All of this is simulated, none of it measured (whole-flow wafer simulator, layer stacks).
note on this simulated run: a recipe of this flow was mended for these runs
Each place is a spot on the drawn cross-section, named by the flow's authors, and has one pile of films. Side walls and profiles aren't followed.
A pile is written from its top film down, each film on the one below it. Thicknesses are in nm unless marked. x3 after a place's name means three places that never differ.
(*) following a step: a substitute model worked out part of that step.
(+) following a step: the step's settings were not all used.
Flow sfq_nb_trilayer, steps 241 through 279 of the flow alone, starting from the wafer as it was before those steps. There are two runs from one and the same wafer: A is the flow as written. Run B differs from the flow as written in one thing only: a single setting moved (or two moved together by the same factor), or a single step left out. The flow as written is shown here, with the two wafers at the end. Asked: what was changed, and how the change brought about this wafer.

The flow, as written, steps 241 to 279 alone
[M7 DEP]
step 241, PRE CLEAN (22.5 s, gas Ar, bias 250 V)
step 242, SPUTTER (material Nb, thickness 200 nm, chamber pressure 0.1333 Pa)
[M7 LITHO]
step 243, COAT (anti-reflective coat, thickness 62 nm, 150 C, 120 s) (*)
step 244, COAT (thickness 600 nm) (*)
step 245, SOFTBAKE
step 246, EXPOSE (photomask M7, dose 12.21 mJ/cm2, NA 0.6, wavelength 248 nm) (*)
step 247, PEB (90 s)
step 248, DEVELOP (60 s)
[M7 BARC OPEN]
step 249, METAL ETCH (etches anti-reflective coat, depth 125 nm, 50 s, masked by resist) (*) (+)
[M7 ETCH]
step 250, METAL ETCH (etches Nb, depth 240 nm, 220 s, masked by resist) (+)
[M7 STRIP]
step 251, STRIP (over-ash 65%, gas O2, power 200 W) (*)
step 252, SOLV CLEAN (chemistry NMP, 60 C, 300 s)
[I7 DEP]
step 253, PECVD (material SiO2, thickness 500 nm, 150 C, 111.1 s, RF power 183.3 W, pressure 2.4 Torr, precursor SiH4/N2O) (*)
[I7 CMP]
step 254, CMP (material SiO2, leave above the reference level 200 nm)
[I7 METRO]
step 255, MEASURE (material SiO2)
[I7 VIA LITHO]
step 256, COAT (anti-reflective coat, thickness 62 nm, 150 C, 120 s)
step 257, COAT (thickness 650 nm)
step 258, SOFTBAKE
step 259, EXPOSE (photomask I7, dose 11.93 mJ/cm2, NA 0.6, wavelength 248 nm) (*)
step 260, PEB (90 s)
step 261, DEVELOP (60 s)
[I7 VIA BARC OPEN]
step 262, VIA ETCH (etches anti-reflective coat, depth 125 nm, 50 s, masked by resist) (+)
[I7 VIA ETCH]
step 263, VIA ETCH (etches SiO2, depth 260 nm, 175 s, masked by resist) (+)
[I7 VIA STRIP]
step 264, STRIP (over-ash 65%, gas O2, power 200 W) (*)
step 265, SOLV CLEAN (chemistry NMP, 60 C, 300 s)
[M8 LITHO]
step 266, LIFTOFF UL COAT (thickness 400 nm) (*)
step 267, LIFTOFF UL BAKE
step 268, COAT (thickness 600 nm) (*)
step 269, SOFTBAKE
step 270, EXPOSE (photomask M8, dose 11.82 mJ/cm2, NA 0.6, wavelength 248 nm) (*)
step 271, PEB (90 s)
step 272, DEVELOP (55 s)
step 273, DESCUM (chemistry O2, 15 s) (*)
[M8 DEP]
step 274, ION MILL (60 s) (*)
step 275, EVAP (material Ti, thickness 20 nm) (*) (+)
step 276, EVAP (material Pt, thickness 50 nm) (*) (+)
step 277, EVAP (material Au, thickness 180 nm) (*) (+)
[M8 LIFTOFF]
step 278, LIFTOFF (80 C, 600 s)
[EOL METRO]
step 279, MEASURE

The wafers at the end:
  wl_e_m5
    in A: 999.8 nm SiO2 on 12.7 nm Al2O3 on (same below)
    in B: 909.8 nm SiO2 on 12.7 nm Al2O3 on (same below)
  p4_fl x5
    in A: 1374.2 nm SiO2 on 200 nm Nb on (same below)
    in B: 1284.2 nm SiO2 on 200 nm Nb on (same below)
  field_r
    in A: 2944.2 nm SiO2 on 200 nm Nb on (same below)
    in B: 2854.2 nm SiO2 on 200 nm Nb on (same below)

The reason: step 242, SPUTTER: thickness 110 nm was run, whereas the flow has thickness 200 nm.

The path from the change to this, step by step:
  step 242, SPUTTER (material Nb, thickness 200 nm, chamber pressure 0.1333 Pa)
      field_l, v_sur, via_wl and 102 more: A Nb gains 200 (new film) | B Nb gains 110 (new film)
      via_v: A Nb gains 159.9 | B Nb gains 87.9
  step 243, COAT (anti-reflective coat, thickness 62 nm, 150 C, 120 s) (*)
      via_v: A anti-reflective coat gains 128 (new film) | B anti-reflective coat gains 122.9 (new film)
      wire: A anti-reflective coat gains 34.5 (new film) | B anti-reflective coat gains 33.8 (new film)
  step 250, METAL ETCH (etches Nb, depth 240 nm, 220 s, masked by resist) (+)
      field_l, field_r, lsp_l and 62 more: A Nb loses 200 (all of it), SiO2 loses 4 | B Nb loses 110 (all of it), SiO2 loses 13
  step 251, STRIP (over-ash 65%, gas O2, power 200 W) (*)
      via_v: A KrF-resist-other-grade loses 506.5 (all of it), anti-reflective coat loses 128 (all of it) | B KrF-resist-other-grade loses 495.5 (all of it), anti-reflective coat loses 122.9 (all of it)
      wire: A KrF-resist-other-grade loses 368.8 (all of it), anti-reflective coat loses 34.5 (all of it) | B KrF-resist-other-grade loses 370.5 (all of it), anti-reflective coat loses 33.8 (all of it)
  step 253, PECVD (material SiO2, thickness 500 nm, 150 C, 111.1 s, RF power 183.3 W, pressure 2.4 Torr, precursor SiH4/N2O) (*)
      m7r_space_l x2: A SiO2 gains 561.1 | B SiO2 gains 500
      via_v: A SiO2 gains 627.2 (new film) | B SiO2 gains 599.3 (new film)
  step 254, CMP (material SiO2, leave above the reference level 200 nm)
      field_l, p4_fl x5, p4_w1 x9 and 44 more: A SiO2 loses 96 | B SiO2 loses 177
      field_r, lsp_l: A SiO2 loses 73.2 | B SiO2 loses 163.3
      (as well as at 5 more places)
